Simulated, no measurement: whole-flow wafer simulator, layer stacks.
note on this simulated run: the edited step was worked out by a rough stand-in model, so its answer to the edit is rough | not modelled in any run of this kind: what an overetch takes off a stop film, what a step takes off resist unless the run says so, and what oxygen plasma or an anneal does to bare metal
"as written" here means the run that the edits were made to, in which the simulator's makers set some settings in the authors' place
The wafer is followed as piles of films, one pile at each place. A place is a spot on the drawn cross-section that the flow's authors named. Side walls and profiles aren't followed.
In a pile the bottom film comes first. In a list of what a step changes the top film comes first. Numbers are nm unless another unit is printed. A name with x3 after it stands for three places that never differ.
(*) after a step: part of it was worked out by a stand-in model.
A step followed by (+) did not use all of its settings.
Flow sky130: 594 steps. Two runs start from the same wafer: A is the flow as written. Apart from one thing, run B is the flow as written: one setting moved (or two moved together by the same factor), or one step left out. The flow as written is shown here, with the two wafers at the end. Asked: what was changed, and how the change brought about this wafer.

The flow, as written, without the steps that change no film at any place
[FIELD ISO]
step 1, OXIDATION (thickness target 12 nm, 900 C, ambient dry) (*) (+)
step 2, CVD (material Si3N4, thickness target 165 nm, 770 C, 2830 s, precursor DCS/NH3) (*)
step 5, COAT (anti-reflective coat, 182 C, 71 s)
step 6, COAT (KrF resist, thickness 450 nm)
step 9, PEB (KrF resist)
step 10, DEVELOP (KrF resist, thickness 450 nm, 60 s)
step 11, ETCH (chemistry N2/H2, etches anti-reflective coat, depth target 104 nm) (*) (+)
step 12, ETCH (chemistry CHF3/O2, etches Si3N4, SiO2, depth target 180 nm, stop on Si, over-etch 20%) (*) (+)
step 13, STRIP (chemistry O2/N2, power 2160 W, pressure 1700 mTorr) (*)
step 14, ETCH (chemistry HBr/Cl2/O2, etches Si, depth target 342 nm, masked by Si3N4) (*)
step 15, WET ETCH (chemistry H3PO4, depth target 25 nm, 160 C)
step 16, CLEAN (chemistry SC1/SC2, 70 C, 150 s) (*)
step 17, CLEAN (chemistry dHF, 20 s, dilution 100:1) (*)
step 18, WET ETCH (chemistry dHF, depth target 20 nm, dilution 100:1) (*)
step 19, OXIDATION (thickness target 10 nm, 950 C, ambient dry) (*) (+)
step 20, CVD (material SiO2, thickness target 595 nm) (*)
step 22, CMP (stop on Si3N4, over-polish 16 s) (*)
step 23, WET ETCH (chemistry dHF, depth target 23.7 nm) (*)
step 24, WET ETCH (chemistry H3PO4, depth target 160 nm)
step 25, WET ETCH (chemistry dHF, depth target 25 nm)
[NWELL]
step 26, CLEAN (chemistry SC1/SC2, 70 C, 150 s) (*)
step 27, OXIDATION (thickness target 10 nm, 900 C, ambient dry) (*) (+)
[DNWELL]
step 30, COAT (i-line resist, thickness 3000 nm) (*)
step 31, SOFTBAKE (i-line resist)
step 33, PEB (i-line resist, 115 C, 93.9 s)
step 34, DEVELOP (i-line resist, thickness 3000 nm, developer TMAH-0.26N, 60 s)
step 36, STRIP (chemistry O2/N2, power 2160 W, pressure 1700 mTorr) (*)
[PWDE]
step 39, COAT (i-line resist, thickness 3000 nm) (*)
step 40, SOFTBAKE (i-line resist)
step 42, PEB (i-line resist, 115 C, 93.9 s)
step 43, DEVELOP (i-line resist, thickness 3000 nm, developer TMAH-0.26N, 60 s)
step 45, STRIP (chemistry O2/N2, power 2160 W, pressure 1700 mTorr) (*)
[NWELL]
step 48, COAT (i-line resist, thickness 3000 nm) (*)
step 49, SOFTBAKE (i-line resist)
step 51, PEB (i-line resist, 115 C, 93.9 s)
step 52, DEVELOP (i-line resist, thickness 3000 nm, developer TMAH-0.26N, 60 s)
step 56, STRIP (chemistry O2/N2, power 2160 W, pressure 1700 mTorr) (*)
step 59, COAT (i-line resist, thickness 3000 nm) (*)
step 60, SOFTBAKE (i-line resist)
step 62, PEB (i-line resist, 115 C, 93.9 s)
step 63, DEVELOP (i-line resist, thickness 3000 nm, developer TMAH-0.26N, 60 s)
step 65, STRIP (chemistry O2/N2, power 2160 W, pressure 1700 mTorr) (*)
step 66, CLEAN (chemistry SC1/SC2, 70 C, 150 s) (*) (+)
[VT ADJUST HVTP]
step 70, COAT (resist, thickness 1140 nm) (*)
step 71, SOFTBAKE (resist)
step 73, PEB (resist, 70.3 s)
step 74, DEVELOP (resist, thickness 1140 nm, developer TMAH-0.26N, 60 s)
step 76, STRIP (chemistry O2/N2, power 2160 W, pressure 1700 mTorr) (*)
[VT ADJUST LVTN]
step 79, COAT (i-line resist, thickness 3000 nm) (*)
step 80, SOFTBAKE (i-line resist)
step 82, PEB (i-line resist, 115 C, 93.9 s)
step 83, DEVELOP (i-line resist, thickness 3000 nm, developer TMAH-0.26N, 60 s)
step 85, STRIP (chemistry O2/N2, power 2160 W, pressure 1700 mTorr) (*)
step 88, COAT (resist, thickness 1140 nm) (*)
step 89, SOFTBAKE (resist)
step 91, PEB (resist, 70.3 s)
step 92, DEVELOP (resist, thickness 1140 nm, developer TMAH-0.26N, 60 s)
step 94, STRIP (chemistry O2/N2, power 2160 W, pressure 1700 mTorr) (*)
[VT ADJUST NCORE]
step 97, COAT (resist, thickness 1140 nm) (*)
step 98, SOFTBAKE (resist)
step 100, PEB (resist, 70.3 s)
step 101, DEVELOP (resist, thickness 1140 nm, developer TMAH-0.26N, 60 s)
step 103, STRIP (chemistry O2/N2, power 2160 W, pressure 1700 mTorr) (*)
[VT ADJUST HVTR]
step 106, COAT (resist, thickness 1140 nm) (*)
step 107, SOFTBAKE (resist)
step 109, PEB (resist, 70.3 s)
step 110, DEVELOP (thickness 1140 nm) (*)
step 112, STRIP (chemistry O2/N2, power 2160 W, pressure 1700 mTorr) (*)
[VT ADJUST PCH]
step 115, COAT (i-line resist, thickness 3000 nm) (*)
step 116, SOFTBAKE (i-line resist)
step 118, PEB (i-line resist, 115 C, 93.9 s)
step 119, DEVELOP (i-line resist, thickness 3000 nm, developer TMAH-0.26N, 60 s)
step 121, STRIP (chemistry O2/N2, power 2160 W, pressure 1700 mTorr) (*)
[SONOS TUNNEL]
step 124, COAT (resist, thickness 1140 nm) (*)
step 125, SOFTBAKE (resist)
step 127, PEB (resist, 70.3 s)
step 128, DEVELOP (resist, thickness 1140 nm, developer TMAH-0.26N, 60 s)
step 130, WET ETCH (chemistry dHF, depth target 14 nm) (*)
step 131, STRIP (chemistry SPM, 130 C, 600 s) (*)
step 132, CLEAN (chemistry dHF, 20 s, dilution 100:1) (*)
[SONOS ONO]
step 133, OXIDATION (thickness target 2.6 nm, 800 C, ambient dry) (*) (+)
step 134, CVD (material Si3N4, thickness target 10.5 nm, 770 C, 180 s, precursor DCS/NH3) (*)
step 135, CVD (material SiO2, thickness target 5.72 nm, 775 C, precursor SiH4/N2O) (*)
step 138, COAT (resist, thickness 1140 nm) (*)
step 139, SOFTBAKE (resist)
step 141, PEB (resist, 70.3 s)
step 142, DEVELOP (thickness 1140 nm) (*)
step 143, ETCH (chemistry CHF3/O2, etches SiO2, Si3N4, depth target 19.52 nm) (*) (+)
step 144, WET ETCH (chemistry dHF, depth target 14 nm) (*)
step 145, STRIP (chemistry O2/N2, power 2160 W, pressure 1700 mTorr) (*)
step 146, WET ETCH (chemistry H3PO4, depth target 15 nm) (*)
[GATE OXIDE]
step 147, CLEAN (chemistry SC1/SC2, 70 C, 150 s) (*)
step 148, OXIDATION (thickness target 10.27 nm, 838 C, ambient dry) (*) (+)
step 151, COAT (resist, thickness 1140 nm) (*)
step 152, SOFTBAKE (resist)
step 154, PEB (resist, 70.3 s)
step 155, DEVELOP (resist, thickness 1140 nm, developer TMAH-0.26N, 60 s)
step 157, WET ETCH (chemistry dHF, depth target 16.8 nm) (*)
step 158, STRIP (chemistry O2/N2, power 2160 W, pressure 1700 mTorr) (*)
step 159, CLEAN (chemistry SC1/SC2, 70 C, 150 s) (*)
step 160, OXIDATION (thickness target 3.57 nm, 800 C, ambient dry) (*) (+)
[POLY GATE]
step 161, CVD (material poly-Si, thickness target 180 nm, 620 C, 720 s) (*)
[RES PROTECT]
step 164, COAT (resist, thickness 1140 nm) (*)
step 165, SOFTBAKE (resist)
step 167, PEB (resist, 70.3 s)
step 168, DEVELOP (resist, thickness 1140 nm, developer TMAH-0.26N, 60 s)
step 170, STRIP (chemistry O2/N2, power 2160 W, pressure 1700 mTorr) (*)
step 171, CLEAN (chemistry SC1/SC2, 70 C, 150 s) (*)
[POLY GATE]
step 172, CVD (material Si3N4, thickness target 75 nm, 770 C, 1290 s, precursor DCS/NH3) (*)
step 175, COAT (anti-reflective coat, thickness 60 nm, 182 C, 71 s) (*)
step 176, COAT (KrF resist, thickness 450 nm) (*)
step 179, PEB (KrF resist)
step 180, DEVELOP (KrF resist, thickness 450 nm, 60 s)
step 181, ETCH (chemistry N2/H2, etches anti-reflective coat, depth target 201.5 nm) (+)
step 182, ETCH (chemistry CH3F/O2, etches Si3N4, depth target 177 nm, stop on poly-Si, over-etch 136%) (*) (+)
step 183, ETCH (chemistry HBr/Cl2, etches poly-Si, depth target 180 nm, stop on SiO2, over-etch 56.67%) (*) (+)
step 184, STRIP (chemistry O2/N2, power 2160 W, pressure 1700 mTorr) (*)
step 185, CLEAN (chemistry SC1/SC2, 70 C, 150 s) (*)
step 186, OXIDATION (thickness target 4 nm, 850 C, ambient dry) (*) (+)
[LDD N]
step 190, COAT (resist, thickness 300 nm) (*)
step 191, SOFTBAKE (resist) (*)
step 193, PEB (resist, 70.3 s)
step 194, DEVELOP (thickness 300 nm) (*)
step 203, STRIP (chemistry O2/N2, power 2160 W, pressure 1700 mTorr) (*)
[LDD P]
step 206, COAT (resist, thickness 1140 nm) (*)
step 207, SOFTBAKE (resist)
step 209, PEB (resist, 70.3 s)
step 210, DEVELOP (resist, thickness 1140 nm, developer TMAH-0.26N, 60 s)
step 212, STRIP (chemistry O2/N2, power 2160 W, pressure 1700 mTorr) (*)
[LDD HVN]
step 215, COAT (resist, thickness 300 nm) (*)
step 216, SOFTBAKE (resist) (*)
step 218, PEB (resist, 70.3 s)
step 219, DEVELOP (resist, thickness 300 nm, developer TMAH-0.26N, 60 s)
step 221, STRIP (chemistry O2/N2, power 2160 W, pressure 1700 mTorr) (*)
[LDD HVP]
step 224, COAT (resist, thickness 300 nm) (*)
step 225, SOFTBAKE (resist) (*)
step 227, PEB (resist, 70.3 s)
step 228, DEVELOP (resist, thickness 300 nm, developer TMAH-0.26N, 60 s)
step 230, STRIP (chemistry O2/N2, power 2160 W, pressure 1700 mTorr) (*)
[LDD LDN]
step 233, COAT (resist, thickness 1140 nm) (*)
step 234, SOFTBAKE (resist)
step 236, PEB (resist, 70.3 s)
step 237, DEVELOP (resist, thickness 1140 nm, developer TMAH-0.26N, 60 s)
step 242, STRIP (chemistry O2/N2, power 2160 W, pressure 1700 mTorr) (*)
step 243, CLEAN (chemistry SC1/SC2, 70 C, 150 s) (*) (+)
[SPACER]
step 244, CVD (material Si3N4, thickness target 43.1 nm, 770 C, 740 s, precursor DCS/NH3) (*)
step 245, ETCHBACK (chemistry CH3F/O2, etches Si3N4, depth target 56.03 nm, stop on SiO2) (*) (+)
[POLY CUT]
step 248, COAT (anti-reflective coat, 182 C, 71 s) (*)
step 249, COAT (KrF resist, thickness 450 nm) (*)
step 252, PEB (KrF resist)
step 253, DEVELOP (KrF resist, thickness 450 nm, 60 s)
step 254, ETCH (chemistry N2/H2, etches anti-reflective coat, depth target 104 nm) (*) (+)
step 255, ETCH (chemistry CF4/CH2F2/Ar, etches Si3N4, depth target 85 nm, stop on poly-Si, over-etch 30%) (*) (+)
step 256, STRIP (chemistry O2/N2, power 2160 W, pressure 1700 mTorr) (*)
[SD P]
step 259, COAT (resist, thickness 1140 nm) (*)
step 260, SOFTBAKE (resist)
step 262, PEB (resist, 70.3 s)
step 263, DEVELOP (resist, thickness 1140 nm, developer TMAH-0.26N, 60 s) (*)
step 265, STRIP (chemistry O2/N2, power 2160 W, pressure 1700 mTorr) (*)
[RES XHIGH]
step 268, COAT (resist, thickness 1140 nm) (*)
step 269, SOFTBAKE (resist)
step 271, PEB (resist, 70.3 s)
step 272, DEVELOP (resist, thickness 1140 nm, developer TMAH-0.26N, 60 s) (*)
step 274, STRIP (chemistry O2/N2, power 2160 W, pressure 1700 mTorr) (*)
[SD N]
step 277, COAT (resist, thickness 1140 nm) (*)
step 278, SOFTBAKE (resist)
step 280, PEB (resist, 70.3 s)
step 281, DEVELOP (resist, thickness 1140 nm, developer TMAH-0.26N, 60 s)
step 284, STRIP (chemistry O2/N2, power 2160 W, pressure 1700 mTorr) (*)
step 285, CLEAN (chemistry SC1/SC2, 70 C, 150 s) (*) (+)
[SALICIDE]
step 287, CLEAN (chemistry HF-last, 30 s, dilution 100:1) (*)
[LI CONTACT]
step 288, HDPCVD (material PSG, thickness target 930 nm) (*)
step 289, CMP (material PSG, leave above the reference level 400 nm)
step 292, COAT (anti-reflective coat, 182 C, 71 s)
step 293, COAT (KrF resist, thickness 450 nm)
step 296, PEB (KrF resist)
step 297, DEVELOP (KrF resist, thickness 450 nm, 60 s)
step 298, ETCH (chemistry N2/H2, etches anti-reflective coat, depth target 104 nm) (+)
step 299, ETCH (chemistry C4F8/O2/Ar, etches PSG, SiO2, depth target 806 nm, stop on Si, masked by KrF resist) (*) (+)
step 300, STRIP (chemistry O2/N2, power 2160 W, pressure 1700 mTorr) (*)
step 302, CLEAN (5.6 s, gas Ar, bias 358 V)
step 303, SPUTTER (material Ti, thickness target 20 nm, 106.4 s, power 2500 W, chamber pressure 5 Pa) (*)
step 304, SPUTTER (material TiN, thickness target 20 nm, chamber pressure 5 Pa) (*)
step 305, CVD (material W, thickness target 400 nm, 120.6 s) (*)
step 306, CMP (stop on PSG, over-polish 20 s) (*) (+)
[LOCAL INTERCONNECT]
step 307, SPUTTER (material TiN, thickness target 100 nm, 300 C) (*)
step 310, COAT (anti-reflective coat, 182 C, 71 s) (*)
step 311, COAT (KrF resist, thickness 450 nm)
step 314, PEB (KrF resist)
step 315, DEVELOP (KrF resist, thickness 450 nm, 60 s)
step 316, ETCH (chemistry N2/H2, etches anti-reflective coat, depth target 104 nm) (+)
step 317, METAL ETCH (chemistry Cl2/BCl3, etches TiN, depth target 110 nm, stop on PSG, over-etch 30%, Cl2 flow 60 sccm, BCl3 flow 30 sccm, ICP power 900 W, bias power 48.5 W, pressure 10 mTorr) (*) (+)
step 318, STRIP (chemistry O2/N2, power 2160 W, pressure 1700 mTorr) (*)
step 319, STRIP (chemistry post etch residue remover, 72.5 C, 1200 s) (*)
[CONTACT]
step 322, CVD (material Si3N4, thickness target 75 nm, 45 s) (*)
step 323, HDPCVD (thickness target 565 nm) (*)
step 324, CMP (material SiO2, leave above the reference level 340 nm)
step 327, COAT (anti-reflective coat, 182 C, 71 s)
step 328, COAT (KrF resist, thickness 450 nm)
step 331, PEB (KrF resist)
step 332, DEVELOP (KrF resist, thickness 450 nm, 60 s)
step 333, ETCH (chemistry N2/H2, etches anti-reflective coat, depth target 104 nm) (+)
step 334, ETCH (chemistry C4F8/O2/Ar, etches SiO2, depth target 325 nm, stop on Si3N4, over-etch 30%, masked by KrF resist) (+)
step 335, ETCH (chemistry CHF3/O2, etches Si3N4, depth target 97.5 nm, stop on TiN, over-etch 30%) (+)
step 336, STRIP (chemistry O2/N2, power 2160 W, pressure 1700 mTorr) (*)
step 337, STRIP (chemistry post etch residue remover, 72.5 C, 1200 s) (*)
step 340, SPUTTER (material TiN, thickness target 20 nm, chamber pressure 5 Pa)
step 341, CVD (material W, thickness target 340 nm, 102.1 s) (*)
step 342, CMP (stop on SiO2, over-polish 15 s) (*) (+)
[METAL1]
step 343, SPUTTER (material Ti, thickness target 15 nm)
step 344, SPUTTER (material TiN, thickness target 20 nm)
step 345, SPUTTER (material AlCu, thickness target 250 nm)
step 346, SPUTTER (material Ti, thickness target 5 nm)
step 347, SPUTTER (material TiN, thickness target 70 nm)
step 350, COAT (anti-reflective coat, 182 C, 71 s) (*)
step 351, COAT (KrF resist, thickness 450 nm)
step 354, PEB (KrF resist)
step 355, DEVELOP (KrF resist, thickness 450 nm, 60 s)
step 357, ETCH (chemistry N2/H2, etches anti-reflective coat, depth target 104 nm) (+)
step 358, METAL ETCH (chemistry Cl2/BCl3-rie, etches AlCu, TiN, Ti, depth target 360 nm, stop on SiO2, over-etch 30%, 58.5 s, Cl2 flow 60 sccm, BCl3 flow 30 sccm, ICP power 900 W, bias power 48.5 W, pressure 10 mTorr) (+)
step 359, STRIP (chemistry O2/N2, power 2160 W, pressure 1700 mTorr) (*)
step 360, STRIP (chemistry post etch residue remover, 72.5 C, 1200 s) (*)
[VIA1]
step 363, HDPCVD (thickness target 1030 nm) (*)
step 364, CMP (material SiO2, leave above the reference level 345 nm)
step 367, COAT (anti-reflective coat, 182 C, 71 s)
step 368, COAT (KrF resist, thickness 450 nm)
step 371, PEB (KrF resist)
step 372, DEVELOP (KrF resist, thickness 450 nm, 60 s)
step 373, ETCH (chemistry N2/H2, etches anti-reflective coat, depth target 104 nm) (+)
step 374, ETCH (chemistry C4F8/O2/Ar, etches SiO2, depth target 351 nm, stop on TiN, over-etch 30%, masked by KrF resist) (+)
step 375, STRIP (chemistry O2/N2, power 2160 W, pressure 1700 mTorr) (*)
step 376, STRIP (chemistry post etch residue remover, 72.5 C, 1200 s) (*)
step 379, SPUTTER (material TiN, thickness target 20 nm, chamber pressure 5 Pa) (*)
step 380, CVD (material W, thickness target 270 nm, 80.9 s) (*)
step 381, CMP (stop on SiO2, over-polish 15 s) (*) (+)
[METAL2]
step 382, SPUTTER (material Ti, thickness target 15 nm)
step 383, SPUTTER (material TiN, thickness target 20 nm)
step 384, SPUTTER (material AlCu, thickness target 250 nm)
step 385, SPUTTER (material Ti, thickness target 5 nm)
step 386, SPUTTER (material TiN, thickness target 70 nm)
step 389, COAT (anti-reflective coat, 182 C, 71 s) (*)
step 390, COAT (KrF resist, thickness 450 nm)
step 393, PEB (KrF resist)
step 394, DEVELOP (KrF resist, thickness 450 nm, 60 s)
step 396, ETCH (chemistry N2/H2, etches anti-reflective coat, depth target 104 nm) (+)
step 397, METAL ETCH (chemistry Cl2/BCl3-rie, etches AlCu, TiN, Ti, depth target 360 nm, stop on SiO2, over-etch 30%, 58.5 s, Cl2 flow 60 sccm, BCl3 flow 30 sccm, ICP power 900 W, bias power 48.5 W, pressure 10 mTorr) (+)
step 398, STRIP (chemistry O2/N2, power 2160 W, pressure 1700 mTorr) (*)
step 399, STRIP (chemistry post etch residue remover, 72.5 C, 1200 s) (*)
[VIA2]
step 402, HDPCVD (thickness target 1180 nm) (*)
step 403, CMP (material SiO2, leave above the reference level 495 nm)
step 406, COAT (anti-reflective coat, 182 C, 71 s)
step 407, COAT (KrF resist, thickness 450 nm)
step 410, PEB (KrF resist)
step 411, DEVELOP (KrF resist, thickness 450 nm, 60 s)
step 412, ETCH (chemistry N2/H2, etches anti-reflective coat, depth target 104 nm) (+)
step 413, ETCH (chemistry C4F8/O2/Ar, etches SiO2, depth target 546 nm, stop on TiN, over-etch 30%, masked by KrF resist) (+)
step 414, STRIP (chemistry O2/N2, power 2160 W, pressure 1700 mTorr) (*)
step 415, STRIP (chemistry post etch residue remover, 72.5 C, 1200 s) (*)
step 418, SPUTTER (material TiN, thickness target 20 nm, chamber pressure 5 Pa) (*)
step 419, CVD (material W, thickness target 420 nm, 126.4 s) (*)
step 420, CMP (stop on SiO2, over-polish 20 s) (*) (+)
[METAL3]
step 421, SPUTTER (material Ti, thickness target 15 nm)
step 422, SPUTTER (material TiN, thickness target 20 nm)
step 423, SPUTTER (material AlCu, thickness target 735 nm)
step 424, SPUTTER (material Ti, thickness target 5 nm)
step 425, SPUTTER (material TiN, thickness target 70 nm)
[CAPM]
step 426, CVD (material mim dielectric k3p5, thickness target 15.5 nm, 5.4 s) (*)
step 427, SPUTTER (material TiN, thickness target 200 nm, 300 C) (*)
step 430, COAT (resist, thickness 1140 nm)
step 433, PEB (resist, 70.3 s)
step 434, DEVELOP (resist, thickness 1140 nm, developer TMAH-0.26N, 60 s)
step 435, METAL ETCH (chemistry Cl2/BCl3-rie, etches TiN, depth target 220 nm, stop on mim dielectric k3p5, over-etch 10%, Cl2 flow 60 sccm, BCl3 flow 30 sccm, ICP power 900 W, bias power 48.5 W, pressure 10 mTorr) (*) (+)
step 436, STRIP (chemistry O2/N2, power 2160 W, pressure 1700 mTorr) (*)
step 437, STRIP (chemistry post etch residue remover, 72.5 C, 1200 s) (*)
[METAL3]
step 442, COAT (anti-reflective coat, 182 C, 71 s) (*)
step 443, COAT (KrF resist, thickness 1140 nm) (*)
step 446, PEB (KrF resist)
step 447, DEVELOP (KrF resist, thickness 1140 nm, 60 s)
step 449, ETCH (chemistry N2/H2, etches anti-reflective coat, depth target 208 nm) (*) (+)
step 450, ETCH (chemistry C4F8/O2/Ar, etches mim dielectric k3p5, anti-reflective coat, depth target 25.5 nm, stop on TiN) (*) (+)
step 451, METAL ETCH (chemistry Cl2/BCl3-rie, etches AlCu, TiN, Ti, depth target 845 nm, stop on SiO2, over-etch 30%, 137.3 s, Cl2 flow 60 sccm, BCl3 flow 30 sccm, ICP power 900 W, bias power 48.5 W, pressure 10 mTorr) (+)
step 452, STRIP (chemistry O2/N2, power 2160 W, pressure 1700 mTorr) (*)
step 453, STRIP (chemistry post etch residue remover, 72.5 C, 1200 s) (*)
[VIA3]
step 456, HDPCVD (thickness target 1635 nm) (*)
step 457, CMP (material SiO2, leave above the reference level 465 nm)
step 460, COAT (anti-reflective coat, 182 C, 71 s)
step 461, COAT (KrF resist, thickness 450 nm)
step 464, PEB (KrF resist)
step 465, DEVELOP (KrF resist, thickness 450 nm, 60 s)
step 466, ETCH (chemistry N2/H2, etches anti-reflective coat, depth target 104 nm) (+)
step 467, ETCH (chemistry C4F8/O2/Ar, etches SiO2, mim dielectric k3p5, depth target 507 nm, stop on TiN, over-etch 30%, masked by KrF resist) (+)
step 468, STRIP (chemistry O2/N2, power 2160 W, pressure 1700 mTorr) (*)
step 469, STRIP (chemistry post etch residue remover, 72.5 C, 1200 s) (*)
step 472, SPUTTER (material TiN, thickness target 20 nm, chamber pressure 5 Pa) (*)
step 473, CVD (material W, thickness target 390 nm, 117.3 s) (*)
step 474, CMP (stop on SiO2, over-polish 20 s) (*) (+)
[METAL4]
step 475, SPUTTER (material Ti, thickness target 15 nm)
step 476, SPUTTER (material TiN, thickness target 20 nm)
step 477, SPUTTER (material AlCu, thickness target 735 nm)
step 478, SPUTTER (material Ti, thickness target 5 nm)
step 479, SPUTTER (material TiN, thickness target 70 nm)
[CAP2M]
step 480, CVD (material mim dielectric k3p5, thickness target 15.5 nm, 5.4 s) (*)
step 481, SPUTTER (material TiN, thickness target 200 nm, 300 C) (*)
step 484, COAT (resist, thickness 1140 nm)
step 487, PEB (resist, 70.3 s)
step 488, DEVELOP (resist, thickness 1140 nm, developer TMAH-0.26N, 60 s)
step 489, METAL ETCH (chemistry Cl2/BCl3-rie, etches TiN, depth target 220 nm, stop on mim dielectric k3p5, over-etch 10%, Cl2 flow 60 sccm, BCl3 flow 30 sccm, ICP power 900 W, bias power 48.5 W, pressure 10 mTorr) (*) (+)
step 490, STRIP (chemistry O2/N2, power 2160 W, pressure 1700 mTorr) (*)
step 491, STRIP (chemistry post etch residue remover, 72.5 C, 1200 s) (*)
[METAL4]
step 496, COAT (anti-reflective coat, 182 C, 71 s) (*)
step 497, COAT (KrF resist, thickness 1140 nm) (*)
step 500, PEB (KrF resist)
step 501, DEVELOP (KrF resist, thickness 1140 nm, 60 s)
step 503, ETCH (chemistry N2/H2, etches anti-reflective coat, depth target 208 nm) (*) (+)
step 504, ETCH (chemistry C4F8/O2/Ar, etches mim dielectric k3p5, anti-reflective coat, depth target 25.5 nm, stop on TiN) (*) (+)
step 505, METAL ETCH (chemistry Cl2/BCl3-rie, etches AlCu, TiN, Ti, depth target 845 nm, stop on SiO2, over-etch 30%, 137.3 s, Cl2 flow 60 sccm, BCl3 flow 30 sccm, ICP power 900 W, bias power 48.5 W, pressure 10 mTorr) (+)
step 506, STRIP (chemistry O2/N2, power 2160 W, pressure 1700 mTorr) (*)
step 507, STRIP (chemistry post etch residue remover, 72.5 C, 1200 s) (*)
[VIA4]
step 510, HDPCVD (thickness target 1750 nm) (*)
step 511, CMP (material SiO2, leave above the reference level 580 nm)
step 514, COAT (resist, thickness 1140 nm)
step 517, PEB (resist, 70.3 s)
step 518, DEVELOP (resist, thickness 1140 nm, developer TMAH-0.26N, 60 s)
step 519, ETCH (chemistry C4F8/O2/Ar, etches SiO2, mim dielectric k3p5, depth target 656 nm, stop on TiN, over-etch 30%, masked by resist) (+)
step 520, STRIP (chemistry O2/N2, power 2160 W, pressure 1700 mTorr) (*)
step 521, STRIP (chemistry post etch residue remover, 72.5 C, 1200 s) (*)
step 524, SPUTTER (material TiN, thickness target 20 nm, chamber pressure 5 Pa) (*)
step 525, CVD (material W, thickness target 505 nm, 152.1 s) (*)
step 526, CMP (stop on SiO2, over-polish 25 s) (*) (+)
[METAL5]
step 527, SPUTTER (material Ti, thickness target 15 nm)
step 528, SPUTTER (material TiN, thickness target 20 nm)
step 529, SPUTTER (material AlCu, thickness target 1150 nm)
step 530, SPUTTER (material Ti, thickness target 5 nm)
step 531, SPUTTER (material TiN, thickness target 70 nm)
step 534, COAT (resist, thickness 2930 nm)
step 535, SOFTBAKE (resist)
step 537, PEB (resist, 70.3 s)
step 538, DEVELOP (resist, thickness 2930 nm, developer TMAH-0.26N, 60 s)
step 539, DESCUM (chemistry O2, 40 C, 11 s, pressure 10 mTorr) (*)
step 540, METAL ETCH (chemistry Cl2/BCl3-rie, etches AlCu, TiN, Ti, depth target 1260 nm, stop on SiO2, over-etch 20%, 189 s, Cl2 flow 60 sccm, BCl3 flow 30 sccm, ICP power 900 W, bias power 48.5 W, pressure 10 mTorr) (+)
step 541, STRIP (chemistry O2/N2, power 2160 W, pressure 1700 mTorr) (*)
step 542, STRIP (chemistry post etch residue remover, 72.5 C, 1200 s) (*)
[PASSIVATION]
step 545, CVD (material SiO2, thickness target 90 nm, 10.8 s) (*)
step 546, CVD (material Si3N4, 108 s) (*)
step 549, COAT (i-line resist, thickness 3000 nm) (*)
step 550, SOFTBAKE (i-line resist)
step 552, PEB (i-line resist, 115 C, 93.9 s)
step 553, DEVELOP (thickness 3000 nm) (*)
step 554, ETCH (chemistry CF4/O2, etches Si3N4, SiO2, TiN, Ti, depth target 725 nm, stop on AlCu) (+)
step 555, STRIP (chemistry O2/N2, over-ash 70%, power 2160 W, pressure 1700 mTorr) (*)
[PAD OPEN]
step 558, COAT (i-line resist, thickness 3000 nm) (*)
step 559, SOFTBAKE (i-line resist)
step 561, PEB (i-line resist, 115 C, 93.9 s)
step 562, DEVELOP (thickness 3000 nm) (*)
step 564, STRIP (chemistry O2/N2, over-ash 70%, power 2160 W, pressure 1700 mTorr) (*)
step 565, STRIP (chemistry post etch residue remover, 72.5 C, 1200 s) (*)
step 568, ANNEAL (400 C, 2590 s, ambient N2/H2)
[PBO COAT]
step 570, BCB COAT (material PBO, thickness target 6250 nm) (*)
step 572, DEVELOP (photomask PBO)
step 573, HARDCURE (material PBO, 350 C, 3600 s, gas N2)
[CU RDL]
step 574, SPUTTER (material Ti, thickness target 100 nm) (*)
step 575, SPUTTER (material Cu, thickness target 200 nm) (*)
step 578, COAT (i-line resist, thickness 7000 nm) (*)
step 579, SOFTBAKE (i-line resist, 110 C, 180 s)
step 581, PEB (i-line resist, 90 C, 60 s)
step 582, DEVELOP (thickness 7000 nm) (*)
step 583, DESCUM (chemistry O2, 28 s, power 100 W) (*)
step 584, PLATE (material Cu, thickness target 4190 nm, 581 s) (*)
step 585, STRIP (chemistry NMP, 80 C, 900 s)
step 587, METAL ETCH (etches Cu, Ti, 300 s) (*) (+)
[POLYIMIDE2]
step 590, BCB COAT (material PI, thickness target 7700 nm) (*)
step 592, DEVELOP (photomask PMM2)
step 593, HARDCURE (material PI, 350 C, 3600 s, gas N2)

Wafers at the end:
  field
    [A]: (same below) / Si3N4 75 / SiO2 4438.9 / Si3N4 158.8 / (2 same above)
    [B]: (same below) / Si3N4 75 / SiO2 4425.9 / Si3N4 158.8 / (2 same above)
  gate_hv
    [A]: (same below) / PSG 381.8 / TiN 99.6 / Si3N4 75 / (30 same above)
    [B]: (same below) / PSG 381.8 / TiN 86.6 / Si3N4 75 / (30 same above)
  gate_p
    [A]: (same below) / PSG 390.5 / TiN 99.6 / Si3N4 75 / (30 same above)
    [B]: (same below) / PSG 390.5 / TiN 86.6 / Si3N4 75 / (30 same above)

Cause: step 307, SPUTTER: thickness target 87 nm was run, while the flow as written has thickness target 100 nm.

How this came from the change, step by step:
  step 307, SPUTTER (material TiN, thickness target 100 nm, 300 C) (*)
      field, active, n_well and 188 more: A +100 TiN (new film) | B +87 TiN (new film)
  step 317, METAL ETCH (chemistry Cl2/BCl3, etches TiN, depth target 110 nm, stop on PSG, over-etch 30%, Cl2 flow 60 sccm, BCl3 flow 30 sccm, ICP power 900 W, bias power 48.5 W, pressure 10 mTorr) (*) (+)
      field, active, gate and 88 more: A -98.7 TiN (all of it) | B -85.7 TiN (all of it)
  step 324, CMP (material SiO2, leave above the reference level 340 nm)
      field, active, gate and 88 more: A -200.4 SiO2 | B -213.4 SiO2
